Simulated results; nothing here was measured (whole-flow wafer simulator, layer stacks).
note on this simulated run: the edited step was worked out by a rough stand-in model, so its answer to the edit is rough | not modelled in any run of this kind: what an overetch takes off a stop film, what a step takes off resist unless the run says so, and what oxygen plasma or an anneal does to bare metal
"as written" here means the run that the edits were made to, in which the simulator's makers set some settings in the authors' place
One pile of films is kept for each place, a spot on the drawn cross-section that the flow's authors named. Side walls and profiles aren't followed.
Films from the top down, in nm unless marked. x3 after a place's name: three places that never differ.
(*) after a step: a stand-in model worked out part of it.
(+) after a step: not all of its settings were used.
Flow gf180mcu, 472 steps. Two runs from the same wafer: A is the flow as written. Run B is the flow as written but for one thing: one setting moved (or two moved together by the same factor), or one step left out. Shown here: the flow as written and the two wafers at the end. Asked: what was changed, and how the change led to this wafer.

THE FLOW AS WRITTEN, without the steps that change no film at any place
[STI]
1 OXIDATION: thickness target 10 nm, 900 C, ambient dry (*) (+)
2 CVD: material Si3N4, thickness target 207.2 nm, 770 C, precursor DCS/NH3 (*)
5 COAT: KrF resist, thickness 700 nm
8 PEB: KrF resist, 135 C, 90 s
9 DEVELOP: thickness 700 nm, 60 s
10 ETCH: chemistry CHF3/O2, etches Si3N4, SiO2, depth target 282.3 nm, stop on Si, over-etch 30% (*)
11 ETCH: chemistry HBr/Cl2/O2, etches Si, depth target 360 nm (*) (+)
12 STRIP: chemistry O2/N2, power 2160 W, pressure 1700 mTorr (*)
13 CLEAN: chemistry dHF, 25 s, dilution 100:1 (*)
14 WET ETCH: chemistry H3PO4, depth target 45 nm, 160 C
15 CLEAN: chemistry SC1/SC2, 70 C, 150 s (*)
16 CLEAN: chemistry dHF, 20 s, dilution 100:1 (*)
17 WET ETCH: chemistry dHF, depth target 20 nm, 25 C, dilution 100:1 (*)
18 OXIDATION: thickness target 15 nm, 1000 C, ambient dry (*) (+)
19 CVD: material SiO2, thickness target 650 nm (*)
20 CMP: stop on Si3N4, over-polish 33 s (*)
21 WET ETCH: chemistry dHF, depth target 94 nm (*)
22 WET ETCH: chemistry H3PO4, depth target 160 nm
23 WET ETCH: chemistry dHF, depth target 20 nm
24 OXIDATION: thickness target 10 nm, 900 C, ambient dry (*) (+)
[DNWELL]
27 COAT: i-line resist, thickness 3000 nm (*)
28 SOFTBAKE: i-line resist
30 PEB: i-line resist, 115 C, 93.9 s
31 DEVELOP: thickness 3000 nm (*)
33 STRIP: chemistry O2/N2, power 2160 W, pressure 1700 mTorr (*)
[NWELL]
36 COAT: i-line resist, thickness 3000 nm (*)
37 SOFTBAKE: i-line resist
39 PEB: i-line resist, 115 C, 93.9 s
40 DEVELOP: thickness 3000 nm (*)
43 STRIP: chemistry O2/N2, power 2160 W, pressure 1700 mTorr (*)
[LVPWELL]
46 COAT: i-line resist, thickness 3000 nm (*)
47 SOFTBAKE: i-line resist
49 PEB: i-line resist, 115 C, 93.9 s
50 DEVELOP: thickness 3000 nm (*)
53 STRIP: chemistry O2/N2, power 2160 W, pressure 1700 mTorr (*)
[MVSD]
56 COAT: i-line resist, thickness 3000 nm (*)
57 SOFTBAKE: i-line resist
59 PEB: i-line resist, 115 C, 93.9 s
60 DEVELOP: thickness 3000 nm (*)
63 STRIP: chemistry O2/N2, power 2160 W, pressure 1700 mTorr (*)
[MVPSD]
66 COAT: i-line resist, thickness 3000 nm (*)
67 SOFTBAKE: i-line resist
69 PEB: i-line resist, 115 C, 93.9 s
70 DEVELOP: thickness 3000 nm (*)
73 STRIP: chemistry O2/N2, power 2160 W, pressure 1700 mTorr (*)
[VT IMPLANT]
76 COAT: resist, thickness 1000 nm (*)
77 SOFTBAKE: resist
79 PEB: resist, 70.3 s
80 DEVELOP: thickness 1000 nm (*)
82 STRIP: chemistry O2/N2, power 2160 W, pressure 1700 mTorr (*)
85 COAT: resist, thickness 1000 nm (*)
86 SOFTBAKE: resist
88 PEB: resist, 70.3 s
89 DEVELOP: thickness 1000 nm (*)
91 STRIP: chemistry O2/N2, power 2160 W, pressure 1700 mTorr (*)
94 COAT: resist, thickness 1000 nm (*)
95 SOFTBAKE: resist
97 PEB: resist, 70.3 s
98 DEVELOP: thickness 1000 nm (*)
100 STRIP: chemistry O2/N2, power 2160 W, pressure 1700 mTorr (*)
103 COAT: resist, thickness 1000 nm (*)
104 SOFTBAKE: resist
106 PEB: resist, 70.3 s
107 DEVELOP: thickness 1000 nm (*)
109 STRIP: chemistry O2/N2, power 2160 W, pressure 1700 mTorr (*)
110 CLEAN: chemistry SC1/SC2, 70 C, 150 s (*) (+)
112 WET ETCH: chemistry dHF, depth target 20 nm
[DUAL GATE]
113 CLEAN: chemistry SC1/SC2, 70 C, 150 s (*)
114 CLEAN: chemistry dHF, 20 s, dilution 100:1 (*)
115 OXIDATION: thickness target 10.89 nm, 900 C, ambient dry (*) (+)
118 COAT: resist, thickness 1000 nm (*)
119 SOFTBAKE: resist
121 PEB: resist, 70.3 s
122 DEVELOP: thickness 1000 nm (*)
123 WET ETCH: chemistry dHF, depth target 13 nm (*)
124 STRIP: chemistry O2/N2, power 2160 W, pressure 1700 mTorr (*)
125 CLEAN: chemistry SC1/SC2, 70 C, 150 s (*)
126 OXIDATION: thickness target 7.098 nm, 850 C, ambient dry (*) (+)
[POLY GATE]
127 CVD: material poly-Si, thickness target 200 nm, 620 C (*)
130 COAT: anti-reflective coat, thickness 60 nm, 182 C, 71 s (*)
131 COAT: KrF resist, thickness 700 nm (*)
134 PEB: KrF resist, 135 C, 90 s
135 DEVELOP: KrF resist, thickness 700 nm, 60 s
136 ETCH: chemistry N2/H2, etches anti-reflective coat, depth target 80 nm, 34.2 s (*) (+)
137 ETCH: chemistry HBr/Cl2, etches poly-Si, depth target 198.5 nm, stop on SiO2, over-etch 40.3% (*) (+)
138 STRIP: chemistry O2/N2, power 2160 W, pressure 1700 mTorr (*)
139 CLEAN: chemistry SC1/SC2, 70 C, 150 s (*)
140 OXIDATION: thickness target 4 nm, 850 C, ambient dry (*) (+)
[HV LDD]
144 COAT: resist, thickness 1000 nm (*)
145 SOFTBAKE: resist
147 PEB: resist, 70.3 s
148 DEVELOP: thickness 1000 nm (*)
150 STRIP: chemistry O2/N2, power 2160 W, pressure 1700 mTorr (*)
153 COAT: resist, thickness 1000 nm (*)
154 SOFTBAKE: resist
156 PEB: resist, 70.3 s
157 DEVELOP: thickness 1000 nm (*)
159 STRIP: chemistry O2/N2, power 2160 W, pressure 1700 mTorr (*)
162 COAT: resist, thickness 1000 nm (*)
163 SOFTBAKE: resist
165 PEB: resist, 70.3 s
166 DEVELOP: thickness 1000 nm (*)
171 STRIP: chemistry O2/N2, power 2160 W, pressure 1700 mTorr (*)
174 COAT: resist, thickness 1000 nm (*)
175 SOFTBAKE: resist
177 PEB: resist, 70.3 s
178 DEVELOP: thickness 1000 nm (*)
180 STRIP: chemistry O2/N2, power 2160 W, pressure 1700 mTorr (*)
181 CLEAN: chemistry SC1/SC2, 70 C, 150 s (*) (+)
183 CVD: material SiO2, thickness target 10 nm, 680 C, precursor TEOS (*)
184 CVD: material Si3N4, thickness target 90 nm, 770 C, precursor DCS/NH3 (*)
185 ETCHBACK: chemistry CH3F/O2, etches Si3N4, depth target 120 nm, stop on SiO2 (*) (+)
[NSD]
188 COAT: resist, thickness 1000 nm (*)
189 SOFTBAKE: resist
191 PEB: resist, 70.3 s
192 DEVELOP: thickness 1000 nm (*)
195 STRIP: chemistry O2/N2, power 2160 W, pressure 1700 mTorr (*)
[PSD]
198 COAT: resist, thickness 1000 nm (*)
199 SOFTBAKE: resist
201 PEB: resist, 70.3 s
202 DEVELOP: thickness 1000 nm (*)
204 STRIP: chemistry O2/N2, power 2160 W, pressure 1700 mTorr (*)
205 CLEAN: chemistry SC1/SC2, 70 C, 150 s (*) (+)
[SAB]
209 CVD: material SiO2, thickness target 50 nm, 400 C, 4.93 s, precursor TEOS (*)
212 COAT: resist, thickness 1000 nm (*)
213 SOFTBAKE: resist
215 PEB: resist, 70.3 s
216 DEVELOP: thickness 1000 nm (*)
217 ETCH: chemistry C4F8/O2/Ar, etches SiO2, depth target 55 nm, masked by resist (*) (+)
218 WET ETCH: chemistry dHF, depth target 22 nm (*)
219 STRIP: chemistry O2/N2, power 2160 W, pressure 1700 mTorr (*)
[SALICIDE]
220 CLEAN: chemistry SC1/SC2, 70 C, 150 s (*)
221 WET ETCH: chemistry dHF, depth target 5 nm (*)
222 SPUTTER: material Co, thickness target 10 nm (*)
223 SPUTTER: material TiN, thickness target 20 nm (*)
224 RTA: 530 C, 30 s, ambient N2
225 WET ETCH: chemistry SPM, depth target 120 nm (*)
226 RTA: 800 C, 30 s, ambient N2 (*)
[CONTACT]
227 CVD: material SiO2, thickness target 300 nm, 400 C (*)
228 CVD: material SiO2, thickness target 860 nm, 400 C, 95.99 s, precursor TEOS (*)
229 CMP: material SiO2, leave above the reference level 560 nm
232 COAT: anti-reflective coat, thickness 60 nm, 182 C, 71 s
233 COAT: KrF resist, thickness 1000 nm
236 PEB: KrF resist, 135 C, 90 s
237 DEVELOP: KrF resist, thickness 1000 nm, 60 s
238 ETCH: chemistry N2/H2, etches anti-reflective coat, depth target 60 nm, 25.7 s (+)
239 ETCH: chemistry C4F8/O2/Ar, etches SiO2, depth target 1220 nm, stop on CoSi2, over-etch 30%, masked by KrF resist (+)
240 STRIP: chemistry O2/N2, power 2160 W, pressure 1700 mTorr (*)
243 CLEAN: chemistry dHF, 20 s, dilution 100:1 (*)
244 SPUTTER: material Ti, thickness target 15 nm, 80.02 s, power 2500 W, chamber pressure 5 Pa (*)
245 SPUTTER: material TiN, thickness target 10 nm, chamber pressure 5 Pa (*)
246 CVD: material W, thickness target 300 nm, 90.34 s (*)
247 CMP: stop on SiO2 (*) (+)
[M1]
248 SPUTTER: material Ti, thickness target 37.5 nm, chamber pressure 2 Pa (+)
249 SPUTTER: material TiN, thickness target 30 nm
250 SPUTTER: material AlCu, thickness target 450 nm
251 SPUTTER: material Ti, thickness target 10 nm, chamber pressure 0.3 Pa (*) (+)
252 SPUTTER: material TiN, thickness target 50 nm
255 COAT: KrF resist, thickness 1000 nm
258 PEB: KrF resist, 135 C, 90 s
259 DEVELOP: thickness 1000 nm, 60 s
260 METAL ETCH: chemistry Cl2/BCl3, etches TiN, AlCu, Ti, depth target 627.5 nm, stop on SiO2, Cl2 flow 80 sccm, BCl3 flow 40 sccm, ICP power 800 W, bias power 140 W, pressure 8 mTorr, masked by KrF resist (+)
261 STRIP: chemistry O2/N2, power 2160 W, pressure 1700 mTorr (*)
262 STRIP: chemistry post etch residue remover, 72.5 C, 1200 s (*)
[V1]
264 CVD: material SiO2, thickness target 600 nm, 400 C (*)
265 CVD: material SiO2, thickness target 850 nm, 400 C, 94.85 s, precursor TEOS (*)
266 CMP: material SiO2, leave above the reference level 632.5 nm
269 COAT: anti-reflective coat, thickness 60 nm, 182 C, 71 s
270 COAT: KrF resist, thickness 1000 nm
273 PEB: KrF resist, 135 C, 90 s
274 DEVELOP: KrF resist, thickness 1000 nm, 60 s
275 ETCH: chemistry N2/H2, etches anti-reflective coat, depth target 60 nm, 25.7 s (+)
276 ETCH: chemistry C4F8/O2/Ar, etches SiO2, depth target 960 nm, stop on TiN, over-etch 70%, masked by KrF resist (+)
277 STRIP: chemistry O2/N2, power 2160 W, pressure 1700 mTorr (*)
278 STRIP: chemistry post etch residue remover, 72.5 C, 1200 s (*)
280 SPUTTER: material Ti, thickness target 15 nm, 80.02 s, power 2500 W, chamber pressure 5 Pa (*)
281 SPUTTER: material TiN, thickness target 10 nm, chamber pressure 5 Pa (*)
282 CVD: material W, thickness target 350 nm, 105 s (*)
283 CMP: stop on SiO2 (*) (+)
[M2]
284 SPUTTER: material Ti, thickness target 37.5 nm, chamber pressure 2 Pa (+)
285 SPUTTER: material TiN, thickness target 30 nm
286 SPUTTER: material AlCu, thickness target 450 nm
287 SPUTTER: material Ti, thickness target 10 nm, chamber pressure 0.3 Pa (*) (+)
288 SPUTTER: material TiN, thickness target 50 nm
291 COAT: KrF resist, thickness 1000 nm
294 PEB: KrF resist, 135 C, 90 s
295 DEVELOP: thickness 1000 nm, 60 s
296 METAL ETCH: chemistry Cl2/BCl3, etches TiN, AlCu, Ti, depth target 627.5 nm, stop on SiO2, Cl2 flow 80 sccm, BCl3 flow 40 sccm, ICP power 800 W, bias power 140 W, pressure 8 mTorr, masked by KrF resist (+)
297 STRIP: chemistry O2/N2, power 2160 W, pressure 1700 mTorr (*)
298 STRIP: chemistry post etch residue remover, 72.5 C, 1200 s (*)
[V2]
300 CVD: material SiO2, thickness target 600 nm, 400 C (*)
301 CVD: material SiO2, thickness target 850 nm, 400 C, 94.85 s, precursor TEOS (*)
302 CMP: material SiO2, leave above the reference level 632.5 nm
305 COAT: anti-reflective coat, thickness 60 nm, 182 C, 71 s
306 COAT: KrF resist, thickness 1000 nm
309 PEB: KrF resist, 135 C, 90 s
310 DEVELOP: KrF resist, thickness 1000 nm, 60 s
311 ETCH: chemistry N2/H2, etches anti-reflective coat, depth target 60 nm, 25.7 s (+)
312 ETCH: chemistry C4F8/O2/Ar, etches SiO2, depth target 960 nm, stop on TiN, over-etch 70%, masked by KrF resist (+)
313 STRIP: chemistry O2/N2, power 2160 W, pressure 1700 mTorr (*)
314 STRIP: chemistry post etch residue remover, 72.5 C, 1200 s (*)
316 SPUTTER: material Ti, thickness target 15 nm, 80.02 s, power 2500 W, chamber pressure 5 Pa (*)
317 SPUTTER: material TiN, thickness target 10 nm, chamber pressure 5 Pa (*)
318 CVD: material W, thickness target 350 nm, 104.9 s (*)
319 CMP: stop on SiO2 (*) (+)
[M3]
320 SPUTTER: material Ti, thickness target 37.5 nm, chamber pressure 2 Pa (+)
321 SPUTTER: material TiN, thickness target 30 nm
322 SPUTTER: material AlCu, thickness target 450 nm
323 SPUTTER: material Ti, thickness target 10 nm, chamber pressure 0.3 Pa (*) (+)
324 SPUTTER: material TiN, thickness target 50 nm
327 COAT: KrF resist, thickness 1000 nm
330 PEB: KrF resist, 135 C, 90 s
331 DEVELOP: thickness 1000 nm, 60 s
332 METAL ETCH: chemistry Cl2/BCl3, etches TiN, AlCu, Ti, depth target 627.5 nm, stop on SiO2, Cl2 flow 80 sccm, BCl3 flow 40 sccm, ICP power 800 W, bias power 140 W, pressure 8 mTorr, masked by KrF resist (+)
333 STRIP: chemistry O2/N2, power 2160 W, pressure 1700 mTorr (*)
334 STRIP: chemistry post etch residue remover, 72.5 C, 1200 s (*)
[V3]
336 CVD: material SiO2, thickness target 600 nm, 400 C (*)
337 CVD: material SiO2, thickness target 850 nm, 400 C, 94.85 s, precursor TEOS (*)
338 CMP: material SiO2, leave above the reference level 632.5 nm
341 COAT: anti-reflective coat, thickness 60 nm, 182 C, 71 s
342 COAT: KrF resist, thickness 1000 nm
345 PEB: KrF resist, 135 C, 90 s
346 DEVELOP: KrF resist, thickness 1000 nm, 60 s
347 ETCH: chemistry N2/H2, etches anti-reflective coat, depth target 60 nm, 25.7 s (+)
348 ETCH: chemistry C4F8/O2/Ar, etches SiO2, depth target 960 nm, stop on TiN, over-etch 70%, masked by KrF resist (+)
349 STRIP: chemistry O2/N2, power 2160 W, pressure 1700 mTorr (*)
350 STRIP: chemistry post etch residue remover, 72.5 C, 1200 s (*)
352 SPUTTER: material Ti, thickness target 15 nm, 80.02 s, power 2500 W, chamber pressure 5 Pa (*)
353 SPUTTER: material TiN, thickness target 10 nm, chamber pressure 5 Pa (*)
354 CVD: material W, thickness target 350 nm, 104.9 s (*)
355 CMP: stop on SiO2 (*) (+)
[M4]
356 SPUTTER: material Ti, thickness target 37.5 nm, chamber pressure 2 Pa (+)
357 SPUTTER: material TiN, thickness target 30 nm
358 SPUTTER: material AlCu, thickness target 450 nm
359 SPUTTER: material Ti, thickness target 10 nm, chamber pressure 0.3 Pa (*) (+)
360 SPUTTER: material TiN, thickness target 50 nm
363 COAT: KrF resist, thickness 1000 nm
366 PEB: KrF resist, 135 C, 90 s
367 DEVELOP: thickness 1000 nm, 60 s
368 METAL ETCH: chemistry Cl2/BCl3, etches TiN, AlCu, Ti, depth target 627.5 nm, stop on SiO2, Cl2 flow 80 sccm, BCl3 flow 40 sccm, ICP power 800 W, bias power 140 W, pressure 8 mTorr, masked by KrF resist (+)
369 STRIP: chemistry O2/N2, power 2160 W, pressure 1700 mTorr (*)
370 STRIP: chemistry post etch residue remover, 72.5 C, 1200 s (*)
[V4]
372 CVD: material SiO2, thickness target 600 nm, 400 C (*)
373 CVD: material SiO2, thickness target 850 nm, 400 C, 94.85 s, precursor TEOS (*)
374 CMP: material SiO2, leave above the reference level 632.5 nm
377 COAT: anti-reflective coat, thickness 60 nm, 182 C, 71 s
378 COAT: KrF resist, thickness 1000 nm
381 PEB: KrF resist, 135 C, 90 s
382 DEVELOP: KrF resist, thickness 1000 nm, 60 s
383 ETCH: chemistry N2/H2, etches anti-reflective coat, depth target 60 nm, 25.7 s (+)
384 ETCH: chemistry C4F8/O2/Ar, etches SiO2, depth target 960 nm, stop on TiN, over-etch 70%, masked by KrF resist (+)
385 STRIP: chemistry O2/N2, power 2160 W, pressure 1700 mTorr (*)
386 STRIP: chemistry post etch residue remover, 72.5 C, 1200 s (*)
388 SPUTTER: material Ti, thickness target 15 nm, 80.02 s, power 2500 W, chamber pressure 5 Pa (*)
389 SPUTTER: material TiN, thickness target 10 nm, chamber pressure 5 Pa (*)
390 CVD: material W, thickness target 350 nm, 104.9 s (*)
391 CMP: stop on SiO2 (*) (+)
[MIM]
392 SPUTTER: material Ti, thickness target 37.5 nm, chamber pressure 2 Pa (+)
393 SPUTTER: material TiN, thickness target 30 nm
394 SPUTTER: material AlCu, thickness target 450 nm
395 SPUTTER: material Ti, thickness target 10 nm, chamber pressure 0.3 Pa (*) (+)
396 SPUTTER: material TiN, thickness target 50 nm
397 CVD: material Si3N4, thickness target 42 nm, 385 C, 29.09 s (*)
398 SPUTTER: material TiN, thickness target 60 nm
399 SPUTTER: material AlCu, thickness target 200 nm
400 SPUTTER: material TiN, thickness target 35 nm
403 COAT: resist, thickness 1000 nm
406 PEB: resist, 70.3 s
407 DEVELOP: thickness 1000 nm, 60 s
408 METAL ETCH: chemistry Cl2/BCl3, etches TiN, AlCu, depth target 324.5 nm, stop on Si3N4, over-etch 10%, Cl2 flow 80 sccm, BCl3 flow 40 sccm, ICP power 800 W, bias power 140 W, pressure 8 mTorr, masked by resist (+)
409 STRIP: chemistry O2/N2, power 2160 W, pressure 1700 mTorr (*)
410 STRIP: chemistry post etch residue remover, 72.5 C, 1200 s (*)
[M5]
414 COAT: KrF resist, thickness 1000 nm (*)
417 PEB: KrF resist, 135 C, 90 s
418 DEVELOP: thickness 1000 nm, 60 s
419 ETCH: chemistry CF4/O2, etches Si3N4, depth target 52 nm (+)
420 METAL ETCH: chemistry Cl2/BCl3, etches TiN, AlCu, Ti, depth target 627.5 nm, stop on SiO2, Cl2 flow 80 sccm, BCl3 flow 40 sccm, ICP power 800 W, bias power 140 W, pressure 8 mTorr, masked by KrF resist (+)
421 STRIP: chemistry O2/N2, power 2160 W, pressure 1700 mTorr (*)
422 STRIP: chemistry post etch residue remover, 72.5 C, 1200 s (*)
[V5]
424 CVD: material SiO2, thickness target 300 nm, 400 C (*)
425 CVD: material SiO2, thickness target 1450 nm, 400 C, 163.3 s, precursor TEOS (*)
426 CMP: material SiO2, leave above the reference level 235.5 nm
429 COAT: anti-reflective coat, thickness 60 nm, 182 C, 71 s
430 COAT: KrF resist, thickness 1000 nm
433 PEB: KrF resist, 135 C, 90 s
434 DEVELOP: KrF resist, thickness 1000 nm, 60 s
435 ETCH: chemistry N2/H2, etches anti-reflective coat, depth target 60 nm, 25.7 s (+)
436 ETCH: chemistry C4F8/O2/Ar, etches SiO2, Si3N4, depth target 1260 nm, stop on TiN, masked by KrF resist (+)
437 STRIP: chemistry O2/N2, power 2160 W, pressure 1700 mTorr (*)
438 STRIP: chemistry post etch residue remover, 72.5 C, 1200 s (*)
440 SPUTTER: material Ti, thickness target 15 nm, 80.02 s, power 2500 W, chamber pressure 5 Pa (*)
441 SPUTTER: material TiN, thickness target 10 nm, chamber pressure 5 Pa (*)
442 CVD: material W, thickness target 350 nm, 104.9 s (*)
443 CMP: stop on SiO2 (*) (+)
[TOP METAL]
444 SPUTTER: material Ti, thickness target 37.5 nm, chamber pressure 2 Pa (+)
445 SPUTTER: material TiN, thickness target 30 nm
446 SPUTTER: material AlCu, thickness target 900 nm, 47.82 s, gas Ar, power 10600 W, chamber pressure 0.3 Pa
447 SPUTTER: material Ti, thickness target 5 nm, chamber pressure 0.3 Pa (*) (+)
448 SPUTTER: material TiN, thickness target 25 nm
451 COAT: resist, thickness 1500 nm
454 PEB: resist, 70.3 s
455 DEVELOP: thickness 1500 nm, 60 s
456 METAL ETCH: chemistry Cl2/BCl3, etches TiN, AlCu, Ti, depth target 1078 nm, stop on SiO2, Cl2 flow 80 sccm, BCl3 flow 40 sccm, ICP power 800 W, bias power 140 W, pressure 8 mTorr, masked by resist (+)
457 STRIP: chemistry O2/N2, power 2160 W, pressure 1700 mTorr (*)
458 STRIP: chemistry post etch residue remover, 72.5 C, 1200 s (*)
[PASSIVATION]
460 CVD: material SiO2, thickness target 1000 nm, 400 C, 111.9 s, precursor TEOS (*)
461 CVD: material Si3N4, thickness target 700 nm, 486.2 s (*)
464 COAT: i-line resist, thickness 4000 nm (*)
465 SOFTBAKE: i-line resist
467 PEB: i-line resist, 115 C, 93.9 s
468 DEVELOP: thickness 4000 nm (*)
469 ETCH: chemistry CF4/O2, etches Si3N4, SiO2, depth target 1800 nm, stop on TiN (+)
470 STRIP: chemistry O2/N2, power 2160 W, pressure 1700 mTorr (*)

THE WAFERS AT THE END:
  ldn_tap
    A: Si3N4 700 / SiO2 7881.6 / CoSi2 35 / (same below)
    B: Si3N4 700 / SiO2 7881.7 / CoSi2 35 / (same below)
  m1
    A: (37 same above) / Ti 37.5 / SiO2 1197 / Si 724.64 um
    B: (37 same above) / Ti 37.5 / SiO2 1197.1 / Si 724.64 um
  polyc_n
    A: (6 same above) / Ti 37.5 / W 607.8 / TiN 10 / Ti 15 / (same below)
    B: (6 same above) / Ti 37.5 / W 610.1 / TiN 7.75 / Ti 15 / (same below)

The cause: step 245, SPUTTER: thickness target 7.75 nm was run, where the flow has thickness target 10 nm.
It can be read off the wafer: polyc_n has TiN 7.75, and step 245 as written asks for 10 nm.

How the change led to this, step by step:
  245 SPUTTER: material TiN, thickness target 10 nm, chamber pressure 5 Pa (*)
      field, field__w1, field__w2 and 107 more: A TiN +10 (new film) | B TiN +7.75 (new film)
      contact: A TiN +5.48 (new film) | B TiN +4.25 (new film)
  247 CMP: stop on SiO2 (*) (+)
      field, field__w1, field__w2 and 105 more: A W -300 (all of it), TiN -10 (all of it), Ti -15 (all of it), SiO2 -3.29 | B W -300 (all of it), TiN -7.75 (all of it), Ti -15 (all of it), SiO2 -3.27
